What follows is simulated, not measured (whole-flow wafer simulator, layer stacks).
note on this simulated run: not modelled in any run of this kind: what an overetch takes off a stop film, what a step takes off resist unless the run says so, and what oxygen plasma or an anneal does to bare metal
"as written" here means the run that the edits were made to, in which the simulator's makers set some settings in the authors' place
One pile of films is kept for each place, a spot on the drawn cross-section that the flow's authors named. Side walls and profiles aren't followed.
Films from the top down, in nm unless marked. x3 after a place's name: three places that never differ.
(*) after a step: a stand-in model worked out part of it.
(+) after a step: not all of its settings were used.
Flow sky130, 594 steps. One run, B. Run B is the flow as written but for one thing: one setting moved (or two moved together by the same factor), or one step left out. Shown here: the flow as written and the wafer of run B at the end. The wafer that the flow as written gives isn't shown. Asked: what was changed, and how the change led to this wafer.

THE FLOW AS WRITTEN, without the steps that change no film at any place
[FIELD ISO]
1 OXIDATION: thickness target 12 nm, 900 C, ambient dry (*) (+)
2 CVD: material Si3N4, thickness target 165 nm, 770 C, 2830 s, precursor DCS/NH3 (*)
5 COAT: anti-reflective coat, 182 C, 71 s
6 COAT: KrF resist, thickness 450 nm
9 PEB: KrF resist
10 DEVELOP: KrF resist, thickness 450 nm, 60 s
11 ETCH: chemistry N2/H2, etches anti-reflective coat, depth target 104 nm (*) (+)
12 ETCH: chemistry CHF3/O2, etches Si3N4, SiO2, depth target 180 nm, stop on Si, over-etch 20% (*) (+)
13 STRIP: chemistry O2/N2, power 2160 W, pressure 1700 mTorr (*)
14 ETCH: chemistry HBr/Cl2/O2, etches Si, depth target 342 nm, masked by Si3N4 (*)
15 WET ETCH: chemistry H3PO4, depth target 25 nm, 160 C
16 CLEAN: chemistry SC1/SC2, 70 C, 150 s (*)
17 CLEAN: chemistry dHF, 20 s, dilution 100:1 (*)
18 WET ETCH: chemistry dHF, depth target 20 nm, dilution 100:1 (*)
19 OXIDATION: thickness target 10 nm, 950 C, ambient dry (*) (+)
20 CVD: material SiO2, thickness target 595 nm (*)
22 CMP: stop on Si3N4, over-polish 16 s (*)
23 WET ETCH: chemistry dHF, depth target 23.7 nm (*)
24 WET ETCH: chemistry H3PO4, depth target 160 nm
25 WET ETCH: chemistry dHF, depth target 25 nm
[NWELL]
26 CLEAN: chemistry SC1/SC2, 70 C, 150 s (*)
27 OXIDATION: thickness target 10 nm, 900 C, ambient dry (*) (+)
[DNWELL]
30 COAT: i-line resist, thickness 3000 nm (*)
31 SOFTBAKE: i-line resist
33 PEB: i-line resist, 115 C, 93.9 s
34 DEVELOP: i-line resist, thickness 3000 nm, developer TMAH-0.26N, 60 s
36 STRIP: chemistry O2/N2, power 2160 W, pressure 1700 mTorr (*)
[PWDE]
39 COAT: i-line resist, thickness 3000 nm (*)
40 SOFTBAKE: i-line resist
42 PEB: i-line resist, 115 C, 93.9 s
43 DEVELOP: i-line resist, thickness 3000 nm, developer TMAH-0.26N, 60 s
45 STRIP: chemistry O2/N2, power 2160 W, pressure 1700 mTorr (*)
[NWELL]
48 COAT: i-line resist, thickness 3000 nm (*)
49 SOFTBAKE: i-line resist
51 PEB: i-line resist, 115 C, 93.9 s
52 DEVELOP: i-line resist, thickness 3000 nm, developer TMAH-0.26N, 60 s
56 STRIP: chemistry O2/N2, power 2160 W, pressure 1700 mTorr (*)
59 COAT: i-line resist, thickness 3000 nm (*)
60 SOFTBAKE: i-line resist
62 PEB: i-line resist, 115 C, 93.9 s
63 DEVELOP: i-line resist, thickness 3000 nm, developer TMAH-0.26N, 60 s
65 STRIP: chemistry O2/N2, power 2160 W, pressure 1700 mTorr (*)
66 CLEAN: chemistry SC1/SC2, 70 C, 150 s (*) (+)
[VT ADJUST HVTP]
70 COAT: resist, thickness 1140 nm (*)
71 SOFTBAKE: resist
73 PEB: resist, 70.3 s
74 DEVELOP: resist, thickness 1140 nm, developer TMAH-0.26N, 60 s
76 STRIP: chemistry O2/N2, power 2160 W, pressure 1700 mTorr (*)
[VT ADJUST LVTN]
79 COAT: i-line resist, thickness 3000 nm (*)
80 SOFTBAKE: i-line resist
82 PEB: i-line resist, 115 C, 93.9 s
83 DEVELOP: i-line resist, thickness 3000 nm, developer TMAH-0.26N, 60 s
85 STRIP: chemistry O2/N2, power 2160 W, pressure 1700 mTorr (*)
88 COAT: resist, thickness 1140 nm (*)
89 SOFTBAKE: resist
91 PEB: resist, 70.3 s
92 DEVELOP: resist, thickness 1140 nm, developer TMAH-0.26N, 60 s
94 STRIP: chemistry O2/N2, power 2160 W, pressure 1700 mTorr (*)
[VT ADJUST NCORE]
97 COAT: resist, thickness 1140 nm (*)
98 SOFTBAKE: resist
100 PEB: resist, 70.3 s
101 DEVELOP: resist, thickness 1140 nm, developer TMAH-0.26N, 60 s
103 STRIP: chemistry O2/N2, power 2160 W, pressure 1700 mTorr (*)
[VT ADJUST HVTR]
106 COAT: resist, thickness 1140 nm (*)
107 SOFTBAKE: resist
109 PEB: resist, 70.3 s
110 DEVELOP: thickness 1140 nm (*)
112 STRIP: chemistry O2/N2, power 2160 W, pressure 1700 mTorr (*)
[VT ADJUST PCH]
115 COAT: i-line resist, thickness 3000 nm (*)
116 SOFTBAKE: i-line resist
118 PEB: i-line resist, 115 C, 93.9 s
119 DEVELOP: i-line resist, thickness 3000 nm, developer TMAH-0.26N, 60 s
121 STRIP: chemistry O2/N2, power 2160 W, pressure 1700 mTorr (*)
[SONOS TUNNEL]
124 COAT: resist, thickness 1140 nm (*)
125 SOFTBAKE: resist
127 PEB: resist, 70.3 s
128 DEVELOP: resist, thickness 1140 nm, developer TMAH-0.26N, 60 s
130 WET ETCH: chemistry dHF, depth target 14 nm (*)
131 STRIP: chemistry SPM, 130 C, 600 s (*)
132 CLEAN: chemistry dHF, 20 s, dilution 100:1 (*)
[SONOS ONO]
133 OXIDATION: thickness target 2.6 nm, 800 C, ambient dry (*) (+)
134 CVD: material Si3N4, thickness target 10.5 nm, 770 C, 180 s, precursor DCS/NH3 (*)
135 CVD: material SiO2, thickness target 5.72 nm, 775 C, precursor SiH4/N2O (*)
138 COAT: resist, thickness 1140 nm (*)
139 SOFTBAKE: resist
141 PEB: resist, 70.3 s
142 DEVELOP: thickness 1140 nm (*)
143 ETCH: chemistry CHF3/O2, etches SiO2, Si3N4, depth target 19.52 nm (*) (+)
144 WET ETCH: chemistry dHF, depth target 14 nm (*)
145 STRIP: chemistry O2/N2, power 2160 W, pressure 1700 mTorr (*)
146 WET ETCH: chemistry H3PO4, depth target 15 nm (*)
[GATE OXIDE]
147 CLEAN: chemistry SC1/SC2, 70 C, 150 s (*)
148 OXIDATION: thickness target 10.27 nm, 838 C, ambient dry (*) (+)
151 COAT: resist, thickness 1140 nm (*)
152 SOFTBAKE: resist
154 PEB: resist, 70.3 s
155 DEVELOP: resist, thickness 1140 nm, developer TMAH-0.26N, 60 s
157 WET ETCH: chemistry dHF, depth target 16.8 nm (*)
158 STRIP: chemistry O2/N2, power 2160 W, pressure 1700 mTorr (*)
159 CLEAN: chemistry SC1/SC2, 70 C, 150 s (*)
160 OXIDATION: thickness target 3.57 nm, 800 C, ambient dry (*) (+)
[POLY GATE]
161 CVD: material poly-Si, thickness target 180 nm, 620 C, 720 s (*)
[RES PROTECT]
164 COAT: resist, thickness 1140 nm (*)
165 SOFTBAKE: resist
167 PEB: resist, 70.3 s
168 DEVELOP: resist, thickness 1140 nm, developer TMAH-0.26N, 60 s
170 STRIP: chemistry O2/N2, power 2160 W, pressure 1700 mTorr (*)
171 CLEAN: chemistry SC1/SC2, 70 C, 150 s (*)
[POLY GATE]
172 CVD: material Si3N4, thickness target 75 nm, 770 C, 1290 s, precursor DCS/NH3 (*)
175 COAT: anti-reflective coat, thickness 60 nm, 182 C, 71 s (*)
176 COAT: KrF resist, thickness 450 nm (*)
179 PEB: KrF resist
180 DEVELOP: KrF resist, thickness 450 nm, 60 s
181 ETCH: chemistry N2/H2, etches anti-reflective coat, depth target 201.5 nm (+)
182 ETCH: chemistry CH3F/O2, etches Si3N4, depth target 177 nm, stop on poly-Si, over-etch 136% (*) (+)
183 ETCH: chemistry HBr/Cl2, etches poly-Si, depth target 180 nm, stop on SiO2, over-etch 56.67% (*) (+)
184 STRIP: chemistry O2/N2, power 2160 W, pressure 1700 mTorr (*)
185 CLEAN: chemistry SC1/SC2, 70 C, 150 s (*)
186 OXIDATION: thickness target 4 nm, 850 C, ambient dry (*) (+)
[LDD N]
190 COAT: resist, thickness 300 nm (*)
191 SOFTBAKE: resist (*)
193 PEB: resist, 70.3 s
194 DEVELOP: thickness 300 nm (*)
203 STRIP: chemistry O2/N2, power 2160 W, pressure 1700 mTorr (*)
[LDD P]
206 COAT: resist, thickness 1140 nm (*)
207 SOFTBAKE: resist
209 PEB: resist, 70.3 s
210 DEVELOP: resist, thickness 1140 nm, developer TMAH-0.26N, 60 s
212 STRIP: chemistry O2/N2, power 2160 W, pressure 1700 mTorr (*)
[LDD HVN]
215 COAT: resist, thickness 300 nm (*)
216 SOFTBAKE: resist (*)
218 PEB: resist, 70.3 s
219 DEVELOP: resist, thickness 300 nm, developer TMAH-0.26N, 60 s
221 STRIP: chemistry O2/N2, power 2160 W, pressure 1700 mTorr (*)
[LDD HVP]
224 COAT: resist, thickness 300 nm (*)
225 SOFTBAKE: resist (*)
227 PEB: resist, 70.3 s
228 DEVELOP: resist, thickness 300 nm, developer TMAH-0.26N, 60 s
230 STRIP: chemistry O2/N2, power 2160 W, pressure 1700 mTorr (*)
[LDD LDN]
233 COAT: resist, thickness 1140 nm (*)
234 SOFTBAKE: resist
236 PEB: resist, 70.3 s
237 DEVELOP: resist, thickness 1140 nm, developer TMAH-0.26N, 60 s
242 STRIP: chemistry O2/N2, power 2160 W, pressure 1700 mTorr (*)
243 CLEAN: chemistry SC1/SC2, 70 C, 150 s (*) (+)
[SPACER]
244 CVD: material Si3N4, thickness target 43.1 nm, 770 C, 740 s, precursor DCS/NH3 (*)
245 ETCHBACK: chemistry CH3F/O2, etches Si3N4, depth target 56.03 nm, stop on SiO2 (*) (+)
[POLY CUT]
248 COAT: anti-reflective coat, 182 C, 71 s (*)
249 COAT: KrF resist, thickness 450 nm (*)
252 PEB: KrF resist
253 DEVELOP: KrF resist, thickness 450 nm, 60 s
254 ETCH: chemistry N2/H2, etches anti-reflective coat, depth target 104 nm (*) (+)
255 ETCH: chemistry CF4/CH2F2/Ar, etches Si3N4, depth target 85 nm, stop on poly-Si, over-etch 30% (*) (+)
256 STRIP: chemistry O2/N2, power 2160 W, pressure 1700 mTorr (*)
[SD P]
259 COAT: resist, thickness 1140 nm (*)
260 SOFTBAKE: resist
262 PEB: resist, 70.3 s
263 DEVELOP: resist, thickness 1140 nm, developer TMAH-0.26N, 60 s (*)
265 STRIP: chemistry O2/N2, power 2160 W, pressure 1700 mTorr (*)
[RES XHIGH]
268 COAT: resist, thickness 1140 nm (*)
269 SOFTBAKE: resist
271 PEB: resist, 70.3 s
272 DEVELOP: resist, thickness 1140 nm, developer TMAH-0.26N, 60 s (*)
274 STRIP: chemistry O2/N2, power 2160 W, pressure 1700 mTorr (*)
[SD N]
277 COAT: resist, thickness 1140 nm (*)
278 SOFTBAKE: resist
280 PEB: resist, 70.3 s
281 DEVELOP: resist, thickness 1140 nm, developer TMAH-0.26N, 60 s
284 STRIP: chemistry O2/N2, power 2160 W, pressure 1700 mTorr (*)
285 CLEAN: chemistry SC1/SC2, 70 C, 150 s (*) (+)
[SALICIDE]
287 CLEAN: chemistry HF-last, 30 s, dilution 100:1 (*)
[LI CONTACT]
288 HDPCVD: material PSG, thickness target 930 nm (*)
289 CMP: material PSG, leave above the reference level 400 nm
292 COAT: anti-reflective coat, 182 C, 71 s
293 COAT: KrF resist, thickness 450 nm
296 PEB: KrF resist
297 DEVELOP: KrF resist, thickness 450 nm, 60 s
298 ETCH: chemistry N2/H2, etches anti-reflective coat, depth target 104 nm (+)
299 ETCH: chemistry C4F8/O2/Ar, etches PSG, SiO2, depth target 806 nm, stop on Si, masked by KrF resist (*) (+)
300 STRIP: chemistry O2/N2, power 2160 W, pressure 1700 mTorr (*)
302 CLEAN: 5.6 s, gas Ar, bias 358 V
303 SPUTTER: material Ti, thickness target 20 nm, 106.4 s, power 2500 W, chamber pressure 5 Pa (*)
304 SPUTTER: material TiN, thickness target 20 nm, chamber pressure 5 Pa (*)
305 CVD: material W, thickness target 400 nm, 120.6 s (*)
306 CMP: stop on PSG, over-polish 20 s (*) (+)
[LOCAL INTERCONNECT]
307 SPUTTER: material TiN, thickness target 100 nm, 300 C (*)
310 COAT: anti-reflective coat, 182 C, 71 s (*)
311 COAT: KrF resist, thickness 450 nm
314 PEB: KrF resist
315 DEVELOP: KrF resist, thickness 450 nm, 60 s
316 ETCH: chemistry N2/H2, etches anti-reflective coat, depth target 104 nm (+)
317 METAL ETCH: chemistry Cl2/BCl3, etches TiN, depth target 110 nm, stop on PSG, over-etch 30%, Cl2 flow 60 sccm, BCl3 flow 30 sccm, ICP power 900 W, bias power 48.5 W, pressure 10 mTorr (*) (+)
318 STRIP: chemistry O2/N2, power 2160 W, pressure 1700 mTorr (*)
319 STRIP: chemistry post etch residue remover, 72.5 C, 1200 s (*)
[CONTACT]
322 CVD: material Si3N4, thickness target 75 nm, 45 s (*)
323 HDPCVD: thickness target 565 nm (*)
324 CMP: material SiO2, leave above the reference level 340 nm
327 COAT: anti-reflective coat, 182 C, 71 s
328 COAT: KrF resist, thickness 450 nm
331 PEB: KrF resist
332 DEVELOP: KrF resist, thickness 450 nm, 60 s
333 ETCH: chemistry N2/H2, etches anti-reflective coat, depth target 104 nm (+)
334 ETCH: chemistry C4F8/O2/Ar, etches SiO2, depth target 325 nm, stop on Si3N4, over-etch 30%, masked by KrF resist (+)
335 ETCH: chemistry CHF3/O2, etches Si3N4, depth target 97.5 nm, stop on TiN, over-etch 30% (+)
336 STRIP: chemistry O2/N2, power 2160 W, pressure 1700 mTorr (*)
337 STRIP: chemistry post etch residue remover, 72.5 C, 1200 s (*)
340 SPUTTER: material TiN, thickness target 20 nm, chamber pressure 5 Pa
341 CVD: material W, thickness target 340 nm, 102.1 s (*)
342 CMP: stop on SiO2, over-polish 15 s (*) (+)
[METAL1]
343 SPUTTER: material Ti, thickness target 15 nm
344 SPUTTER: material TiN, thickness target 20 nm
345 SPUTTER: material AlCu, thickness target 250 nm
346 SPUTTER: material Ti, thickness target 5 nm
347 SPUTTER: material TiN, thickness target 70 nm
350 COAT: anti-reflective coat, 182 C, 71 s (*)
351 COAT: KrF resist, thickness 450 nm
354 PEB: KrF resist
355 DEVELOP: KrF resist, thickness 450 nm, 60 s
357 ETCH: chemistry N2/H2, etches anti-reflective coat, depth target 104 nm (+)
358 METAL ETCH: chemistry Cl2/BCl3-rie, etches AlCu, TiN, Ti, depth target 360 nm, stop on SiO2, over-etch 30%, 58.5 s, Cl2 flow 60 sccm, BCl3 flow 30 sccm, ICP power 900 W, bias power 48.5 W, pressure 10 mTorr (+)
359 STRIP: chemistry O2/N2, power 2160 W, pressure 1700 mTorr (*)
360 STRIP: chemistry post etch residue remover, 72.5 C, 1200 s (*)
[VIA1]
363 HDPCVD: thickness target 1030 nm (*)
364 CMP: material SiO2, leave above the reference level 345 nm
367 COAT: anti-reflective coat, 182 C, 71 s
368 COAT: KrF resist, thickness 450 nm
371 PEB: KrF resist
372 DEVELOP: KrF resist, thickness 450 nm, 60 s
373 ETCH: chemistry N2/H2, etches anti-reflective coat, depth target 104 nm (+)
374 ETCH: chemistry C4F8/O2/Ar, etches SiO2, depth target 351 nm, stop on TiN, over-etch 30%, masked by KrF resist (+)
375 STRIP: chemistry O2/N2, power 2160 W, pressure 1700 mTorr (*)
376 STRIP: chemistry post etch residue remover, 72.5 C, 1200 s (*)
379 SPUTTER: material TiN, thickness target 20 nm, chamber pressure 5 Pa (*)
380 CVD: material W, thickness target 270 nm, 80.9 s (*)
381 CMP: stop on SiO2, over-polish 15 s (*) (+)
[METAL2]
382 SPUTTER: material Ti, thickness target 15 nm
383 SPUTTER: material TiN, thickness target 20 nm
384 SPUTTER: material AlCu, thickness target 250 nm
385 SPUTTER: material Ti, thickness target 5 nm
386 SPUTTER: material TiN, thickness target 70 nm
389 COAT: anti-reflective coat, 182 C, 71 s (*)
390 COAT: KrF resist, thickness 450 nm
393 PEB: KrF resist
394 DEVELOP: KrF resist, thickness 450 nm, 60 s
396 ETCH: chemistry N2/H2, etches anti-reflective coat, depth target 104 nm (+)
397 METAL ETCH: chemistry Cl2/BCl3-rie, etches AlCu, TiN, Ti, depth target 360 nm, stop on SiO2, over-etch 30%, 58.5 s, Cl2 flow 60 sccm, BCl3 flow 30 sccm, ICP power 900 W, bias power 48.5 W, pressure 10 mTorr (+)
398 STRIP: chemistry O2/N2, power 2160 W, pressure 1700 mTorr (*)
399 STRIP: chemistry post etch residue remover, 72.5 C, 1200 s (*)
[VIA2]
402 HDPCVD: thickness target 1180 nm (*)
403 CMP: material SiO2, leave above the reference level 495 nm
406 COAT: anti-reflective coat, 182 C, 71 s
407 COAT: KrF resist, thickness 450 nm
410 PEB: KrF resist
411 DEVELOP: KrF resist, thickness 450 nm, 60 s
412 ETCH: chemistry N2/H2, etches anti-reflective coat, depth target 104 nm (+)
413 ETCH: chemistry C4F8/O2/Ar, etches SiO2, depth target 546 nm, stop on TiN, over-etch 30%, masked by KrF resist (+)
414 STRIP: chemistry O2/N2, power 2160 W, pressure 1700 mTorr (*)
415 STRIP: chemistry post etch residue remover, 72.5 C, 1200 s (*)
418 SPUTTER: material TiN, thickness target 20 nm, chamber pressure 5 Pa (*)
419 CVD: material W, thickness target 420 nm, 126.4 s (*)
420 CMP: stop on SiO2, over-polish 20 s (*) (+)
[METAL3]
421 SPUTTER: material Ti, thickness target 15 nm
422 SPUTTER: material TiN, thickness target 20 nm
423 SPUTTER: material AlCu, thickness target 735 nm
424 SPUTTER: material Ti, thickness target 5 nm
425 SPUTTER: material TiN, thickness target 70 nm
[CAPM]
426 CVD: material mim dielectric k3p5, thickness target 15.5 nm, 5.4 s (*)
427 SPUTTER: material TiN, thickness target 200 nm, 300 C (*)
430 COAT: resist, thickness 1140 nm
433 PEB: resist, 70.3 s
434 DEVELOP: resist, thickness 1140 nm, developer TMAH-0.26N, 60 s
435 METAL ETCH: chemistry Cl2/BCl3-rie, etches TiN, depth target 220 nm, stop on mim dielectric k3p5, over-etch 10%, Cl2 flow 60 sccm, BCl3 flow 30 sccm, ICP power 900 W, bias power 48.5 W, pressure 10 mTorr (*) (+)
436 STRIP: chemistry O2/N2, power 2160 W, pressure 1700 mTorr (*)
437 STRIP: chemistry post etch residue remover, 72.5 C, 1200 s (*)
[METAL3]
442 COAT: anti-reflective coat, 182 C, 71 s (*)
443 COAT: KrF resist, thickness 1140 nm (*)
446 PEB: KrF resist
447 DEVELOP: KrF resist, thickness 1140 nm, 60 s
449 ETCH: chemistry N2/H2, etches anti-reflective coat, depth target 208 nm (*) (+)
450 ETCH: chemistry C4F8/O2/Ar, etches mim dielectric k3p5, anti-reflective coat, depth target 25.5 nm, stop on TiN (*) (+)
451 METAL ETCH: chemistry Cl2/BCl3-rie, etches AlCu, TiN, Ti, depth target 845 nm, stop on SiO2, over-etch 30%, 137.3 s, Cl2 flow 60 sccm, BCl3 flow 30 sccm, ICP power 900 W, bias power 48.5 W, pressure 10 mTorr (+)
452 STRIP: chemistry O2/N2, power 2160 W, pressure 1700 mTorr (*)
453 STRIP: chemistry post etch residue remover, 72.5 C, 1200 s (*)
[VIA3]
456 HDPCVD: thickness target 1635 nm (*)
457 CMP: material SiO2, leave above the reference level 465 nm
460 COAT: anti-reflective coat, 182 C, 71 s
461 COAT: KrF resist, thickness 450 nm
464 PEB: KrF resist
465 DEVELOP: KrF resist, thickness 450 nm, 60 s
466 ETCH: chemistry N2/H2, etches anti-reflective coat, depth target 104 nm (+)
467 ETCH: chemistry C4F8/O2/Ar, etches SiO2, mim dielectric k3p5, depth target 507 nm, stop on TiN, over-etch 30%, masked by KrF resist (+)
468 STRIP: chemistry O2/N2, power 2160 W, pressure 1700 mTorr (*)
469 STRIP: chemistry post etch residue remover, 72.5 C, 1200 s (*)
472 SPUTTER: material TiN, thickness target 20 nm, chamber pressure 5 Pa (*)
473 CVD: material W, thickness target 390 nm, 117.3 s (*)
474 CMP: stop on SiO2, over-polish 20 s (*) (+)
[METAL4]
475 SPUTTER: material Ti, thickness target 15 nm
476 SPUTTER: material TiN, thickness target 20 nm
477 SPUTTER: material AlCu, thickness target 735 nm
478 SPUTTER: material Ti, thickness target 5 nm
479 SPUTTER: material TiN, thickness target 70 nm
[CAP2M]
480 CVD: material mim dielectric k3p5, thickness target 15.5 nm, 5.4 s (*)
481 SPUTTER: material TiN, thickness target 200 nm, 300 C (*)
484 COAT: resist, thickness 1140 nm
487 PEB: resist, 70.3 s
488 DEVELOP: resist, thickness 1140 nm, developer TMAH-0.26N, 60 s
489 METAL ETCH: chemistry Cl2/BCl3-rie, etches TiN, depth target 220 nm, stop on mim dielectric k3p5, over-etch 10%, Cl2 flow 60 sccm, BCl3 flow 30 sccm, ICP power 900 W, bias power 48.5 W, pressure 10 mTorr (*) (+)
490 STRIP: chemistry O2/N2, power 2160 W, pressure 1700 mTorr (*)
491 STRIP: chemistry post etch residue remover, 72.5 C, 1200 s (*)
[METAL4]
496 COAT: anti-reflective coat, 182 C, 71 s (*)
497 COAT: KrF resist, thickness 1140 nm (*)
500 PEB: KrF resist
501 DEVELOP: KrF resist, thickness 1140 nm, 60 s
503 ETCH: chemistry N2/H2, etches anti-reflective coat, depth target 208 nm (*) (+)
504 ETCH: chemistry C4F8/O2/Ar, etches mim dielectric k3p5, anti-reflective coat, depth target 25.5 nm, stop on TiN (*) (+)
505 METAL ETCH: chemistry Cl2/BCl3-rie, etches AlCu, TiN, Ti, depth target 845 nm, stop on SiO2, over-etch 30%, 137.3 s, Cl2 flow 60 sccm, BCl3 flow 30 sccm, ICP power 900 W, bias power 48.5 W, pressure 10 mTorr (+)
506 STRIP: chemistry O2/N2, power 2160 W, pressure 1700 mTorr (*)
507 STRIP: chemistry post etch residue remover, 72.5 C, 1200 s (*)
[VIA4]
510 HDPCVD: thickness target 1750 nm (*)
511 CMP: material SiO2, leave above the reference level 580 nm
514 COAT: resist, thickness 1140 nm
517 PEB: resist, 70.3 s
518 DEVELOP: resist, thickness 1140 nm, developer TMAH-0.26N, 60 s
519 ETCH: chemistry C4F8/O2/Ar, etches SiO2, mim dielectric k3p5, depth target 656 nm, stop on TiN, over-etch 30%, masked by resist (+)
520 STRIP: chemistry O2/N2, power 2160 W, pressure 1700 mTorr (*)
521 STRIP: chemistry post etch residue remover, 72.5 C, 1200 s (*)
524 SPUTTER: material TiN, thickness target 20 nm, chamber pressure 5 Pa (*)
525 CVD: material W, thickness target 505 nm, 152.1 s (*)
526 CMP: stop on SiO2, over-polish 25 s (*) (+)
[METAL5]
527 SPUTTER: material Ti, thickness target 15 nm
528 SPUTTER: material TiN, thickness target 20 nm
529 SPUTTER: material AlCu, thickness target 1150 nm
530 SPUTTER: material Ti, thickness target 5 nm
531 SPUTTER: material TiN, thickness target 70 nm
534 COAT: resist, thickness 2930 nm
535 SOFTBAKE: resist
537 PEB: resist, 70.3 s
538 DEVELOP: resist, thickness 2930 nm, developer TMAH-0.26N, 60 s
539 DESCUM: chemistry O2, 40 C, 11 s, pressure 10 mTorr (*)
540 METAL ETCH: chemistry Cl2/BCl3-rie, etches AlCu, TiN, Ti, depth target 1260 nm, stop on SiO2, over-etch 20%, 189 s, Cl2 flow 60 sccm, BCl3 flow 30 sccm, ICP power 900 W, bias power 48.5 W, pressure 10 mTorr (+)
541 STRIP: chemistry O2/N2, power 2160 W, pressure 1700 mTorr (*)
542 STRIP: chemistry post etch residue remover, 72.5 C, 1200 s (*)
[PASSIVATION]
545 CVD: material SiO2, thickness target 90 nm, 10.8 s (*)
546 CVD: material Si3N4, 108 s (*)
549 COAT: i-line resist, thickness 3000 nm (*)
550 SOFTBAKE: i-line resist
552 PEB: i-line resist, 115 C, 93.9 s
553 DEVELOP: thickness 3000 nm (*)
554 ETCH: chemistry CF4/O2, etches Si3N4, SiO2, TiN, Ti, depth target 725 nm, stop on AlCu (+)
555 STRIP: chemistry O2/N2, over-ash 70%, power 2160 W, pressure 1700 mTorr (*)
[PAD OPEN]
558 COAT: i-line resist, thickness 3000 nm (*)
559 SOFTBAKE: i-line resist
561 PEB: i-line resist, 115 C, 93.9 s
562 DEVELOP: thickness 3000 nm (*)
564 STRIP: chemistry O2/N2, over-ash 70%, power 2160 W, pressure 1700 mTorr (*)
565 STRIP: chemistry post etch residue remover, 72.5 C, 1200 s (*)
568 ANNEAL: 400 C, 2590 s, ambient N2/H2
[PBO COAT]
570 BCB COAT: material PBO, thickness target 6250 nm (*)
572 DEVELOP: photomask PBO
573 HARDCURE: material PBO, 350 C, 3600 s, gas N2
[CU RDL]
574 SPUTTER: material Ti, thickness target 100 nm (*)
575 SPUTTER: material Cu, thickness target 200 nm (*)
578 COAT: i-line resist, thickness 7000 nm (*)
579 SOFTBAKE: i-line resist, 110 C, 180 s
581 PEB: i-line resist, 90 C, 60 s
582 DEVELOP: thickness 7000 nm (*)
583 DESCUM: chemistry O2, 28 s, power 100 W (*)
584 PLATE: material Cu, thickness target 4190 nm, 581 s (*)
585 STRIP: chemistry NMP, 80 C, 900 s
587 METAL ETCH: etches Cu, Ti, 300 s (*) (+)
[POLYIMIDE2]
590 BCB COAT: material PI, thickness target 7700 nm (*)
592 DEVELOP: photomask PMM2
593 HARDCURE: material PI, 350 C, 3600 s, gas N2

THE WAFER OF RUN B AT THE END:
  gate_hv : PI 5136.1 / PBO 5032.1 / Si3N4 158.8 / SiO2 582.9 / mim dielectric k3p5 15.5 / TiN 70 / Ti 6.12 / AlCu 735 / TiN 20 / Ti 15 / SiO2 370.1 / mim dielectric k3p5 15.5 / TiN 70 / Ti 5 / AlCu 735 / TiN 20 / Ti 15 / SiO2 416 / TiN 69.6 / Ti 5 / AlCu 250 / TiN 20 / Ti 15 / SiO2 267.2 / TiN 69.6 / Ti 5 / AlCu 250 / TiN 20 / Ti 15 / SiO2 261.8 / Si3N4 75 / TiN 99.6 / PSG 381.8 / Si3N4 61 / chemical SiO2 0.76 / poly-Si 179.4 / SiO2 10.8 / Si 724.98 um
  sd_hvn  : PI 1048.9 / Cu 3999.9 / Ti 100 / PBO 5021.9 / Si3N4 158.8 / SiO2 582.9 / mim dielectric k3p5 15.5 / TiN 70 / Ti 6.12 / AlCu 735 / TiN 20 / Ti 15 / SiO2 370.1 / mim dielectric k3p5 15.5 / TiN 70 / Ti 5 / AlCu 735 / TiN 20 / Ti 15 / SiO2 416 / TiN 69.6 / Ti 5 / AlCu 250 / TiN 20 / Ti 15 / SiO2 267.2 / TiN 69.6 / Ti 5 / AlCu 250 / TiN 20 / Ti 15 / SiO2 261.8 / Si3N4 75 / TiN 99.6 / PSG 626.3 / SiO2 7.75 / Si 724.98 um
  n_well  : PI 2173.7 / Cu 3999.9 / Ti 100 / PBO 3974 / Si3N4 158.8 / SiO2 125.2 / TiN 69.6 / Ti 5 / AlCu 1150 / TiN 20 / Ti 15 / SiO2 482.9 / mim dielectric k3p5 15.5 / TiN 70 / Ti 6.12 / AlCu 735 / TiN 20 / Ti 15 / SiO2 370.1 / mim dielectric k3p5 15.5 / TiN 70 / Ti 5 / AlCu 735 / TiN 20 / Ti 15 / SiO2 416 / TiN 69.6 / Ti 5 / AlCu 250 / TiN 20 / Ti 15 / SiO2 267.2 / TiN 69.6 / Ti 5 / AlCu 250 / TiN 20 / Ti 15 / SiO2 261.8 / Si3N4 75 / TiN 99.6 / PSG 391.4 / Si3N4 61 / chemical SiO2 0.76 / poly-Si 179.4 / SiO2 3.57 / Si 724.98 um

The cause: step 478, SPUTTER: thickness target 6.12 nm was run, where the flow has thickness target 5 nm.
It can be read off the wafer: gate_hv has Ti 6.12, and step 478 as written asks for 5 nm.

How the change led to this, step by step:
  478 SPUTTER: material Ti, thickness target 5 nm
      field, active, n_well and 189 more: Ti +6.12 (new film) (as written it would be: Ti +5 (new film))
  505 METAL ETCH: chemistry Cl2/BCl3-rie, etches AlCu, TiN, Ti, depth target 845 nm, stop on SiO2, over-etch 30%, 137.3 s, Cl2 flow 60 sccm, BCl3 flow 30 sccm, ICP power 900 W, bias power 48.5 W, pressure 10 mTorr (+)
      field, gate, spacer and 68 more: TiN -70 (all of it), Ti -6.12 (all of it), AlCu -735 (all of it), TiN -20 (all of it), Ti -15 (all of it), SiO2 -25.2 (as written it would be: TiN -70 (all of it), Ti -5 (all of it), AlCu -735 (all of it), TiN -20 (all of it), Ti -15 (all of it), SiO2 -25.4)
      active, vpp_iso1, mim_edge_plate and 14 more: TiN -70 (all of it), Ti -6.12 (all of it), AlCu -735 (all of it), TiN -20 (all of it), Ti -15 (all of it), SiO2 -25.2 (as written it would be: TiN -70 (all of it), Ti -5 (all of it), AlCu -735 (all of it), TiN -20 (all of it), Ti -15 (all of it), SiO2 -25.3)
